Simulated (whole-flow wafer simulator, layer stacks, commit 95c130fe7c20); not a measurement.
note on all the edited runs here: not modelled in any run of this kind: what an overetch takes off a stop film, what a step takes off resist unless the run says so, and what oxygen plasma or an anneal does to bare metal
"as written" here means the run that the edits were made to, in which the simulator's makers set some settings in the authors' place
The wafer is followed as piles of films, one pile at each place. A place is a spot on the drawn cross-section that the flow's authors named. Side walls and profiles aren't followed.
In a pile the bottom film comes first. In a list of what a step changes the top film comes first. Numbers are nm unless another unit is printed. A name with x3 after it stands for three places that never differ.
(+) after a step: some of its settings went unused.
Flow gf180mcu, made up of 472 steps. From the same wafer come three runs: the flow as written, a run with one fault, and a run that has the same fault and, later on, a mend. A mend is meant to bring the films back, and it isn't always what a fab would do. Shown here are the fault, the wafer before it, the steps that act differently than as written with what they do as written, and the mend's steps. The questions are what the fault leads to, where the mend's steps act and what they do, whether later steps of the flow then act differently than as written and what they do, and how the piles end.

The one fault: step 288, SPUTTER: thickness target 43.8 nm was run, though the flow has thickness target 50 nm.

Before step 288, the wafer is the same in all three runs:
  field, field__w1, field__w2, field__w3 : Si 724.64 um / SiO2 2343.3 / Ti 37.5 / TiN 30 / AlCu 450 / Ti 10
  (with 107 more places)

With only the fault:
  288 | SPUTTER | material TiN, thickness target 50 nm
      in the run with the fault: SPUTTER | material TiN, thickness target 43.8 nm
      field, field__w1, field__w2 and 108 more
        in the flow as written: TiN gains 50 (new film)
        in the run with the fault: TiN gains 43.8 (new film)
  Later steps of the flow acting differently than as written (5 other steps are not shown; they differ only slightly, by no more than 2% or 0.5 nm, whichever is larger):
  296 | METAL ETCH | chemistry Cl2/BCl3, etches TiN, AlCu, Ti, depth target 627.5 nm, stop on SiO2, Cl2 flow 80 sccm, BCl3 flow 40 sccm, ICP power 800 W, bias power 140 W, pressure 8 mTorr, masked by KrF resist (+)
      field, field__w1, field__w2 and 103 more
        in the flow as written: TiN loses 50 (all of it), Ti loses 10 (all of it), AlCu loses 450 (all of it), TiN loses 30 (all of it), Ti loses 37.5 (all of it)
        in the run with the fault: TiN loses 43.8 (all of it), Ti loses 10 (all of it), AlCu loses 450 (all of it), TiN loses 30 (all of it), Ti loses 37.5 (all of it)
  At field__w8, contact, m1, m1__w1, m1_nw, the piles at the end differ from the flow's by more than 2% or 0.5 nm, whichever is larger.
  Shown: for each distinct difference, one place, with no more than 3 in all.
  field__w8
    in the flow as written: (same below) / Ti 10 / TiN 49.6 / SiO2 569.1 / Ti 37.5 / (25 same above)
    in the run with the fault: (same below) / Ti 10 / TiN 43.4 / SiO2 575.3 / Ti 37.5 / (25 same above)
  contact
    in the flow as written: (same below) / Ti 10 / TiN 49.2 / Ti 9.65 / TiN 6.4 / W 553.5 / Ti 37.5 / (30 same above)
    in the run with the fault: (same below) / Ti 10 / TiN 43 / Ti 9.62 / TiN 6.38 / W 559.8 / Ti 37.5 / (30 same above)

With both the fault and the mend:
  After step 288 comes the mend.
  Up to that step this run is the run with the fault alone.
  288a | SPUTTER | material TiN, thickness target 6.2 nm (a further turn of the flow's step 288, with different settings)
      field, field__w1, field__w2 and 108 more
        TiN gains 6.2
  Every later step of the flow that is run acts as written at every place that is followed.
  By the end, the piles equal the flow's at every place that both follow.
